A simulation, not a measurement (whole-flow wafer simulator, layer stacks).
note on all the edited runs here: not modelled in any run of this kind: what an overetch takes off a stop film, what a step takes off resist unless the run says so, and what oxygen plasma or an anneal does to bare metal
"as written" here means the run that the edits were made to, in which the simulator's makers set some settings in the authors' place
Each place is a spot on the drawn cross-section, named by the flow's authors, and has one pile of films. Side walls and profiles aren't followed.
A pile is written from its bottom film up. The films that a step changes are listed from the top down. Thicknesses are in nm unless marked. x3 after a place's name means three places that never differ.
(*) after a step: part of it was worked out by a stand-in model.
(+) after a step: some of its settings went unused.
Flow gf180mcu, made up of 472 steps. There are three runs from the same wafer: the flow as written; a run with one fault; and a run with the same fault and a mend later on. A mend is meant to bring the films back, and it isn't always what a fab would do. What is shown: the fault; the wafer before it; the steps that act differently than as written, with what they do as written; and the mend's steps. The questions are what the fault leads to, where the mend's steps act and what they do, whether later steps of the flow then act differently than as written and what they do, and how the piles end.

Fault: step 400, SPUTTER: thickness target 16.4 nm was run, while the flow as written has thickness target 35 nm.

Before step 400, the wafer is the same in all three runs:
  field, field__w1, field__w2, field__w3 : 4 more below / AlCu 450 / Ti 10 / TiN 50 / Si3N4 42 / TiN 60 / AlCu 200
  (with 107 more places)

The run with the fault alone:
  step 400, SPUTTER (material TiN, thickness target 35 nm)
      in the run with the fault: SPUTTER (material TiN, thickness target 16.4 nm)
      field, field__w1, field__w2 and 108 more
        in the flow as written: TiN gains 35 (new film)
        in the run with the fault: TiN gains 16.4 (new film)
  Later steps of the flow acting differently than as written (not shown: 7 more steps that differ only slightly, by at most 2% or 0.5 nm, whichever is larger):
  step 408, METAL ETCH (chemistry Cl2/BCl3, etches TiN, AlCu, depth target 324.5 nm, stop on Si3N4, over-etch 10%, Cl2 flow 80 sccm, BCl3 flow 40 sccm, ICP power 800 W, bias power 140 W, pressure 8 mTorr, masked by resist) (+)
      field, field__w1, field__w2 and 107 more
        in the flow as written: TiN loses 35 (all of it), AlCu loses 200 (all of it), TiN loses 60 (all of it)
        in the run with the fault: TiN loses 16.4 (all of it), AlCu loses 200 (all of it), TiN loses 60 (all of it)
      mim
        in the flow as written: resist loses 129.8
        in the run with the fault: resist loses 121.6
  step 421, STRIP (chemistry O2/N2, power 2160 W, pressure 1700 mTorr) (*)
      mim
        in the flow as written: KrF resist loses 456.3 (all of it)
        in the run with the fault: KrF resist loses 470.3 (all of it)
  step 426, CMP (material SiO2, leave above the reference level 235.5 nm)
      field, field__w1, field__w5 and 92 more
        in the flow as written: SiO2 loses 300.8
        in the run with the fault: SiO2 loses 319.4
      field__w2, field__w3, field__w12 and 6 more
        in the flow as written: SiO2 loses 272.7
        in the run with the fault: SiO2 loses 291.3
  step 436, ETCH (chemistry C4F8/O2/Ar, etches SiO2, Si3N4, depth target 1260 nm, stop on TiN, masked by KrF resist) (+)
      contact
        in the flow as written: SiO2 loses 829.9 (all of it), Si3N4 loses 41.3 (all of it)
        in the run with the fault: SiO2 loses 811.3 (all of it), Si3N4 loses 41.3 (all of it)
  By the end, the piles at field__w8, contact, m1, m1__w1, mim, m1_nw depart from the flow's by more than 2% or 0.5 nm, whichever is larger.
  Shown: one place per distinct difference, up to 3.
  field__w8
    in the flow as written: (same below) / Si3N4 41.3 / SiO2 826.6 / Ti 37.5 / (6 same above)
    in the run with the fault: (same below) / Si3N4 41.3 / SiO2 808 / Ti 37.5 / (6 same above)
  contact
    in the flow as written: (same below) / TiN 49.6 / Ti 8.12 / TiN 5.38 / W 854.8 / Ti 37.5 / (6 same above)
    in the run with the fault: (same below) / TiN 49.6 / Ti 8.21 / TiN 5.44 / W 836.1 / Ti 37.5 / (6 same above)
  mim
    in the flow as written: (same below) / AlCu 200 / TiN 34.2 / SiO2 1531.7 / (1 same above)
    in the run with the fault: (same below) / AlCu 200 / TiN 15.6 / SiO2 1531.7 / (1 same above)

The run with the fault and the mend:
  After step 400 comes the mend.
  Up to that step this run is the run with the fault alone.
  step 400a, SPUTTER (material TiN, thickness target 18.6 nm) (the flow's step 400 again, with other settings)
      field, field__w1, field__w2 and 108 more
        TiN gains 18.6
  Later steps of the flow that are run all act as written at every place that is followed.
  The piles end the same as the flow's at every place that both follow.
